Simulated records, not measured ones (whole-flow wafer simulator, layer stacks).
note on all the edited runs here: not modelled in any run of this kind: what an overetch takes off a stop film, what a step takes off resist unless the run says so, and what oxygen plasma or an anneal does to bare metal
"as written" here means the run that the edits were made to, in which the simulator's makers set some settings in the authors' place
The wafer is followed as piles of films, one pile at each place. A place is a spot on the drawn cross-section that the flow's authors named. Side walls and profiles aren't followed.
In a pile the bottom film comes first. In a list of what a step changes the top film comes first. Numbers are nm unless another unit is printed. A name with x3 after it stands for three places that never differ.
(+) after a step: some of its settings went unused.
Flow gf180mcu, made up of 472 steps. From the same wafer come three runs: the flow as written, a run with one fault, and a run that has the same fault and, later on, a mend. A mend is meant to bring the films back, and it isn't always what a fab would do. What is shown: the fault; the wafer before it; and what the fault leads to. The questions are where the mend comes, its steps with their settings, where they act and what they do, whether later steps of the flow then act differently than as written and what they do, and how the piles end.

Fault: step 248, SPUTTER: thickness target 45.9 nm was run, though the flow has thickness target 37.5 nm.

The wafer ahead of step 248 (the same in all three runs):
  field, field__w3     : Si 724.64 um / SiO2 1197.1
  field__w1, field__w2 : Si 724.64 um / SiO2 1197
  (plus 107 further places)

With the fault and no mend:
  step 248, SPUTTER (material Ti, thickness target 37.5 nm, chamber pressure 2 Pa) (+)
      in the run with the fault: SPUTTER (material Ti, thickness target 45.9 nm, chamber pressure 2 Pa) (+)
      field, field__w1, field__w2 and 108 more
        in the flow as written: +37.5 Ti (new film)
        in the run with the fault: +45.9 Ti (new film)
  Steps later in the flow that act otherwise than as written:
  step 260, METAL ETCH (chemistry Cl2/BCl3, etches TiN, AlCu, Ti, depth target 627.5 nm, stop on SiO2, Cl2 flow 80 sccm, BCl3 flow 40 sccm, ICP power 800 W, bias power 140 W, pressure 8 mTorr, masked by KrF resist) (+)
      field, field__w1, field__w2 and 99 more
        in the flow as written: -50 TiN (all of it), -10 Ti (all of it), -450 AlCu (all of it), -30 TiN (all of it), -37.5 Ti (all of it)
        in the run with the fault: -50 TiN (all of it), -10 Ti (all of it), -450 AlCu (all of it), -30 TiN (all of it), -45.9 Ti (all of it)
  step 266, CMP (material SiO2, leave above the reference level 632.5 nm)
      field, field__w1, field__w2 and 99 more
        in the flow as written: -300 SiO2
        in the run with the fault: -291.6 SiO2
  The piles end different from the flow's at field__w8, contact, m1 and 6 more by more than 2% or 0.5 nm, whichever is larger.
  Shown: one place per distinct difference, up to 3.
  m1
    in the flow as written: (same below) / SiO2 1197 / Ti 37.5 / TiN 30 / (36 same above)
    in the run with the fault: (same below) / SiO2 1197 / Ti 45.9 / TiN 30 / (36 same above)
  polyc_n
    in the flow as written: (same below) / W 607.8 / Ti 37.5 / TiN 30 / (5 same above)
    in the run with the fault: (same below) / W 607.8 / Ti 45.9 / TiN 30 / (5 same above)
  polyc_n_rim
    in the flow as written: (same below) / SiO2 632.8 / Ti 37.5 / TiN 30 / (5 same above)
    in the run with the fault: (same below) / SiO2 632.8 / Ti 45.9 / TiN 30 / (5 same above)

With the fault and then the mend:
  The mend follows step 248.
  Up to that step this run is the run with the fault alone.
  step 248a, METAL ETCH (chemistry Cl2/BCl3, etches TiN, AlCu, Ti, depth target 8.4 nm, Cl2 flow 80 sccm, BCl3 flow 40 sccm, ICP power 800 W, bias power 140 W, pressure 8 mTorr)
      field, field__w1, field__w2 and 108 more
        -8.4 Ti
  Later steps of the flow that are run all act as written at every place that is followed.
  At every place that both follow, the piles at the end match the flow's.
